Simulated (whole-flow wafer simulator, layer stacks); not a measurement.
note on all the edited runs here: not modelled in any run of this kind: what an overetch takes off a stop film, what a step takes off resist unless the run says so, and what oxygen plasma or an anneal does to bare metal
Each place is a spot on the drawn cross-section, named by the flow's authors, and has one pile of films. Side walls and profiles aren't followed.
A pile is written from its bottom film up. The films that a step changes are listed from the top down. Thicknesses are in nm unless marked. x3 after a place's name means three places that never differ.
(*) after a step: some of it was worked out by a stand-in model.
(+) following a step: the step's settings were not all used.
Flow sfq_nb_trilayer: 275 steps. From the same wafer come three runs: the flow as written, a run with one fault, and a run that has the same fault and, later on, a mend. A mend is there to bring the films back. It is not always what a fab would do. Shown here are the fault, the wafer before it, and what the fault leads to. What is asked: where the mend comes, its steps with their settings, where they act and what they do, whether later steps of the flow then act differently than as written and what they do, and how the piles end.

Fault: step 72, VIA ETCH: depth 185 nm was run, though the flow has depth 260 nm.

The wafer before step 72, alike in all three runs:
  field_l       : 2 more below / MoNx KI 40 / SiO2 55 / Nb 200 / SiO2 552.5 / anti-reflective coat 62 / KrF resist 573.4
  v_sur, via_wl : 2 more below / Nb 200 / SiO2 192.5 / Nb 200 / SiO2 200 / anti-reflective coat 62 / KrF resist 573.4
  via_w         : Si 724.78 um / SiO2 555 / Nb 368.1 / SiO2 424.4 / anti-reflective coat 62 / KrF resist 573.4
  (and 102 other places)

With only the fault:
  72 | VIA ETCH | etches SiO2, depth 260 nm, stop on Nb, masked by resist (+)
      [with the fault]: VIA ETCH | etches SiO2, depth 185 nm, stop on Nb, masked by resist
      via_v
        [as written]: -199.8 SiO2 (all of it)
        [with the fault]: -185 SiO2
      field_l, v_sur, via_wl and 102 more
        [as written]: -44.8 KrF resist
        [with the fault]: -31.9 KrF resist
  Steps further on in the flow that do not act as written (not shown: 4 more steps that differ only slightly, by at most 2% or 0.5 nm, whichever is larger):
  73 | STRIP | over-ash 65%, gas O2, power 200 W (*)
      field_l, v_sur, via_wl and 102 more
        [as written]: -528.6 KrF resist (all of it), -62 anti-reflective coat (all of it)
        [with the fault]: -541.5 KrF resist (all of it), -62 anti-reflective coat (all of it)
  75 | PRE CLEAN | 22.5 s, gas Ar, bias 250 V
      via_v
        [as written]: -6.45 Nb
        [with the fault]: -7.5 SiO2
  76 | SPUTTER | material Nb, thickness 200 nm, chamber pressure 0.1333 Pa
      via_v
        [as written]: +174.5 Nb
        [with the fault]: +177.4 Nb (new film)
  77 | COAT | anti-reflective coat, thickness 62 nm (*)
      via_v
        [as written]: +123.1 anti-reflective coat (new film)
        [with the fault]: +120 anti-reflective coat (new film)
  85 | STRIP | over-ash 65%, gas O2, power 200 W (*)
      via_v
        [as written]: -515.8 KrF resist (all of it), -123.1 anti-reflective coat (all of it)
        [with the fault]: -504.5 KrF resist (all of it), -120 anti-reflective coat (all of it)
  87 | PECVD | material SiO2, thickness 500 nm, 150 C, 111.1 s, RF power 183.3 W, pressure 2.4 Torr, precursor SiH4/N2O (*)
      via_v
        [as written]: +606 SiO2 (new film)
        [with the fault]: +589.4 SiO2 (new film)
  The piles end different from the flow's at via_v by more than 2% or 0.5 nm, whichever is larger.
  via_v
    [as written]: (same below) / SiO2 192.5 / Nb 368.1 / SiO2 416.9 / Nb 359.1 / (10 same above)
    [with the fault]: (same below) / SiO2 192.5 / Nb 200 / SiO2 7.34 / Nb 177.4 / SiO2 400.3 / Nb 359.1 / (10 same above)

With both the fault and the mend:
  After step 72 comes the mend.
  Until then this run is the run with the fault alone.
  72a | VIA ETCH | etches SiO2, depth 75 nm, stop on Nb, masked by resist (+) (the flow's step 72 again, with other settings)
      field_l, v_sur, via_wl and 102 more
        -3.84 KrF resist
      via_v
        -14.8 SiO2 (all of it)
  Every later step of the flow that is run acts as written, at every place that is followed, to within 2% or 0.5 nm, whichever is larger.
  By the end, the piles equal the flow's at every place that both follow.
